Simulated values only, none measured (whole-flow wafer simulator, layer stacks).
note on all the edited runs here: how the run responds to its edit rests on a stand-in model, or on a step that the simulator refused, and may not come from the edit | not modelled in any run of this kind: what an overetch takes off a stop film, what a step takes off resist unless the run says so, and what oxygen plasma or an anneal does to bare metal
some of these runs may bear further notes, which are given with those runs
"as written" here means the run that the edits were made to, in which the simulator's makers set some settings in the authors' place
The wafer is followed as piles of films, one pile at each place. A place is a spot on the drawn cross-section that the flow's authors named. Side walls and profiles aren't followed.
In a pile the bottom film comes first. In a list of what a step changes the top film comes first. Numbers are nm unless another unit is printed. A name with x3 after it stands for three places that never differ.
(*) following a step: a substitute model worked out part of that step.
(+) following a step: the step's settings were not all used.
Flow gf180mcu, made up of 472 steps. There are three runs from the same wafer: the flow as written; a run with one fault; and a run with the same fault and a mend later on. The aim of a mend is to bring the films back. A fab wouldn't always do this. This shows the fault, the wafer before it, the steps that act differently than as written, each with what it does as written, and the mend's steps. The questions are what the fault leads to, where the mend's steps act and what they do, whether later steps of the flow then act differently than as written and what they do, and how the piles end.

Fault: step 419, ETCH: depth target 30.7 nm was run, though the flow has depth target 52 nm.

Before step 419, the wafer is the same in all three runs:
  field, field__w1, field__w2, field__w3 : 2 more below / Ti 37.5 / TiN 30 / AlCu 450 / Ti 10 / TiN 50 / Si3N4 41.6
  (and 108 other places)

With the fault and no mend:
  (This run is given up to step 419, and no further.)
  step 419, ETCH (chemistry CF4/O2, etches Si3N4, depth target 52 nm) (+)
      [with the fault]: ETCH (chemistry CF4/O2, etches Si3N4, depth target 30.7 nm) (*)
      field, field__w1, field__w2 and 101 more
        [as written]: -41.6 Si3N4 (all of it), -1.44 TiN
        [with the fault]: -30.7 Si3N4
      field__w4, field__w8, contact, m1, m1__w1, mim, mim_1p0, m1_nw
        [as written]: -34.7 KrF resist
        [with the fault]: -20.5 KrF resist
  Once step 419 is done, the piles at field, field__w1, field__w2 and 101 more depart from the flow's by more than 2% or 0.5 nm, whichever is larger.
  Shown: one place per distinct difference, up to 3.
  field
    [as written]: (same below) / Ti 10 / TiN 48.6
    [with the fault]: (same below) / Ti 10 / TiN 50 / Si3N4 10.9

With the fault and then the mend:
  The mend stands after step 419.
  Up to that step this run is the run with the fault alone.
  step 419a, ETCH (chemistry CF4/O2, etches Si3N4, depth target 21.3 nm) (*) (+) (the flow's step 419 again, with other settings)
      field, field__w1, field__w2 and 101 more
        -10.9 Si3N4 (all of it), -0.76 TiN
      field__w4, field__w8, contact, m1, m1__w1, mim, mim_1p0, m1_nw
        -10.9 KrF resist
  Every later step of the flow that is run acts as written, at every place that is followed, to within 2% or 0.5 nm, whichever is larger.
  The piles end the same as the flow's at every place that both follow.
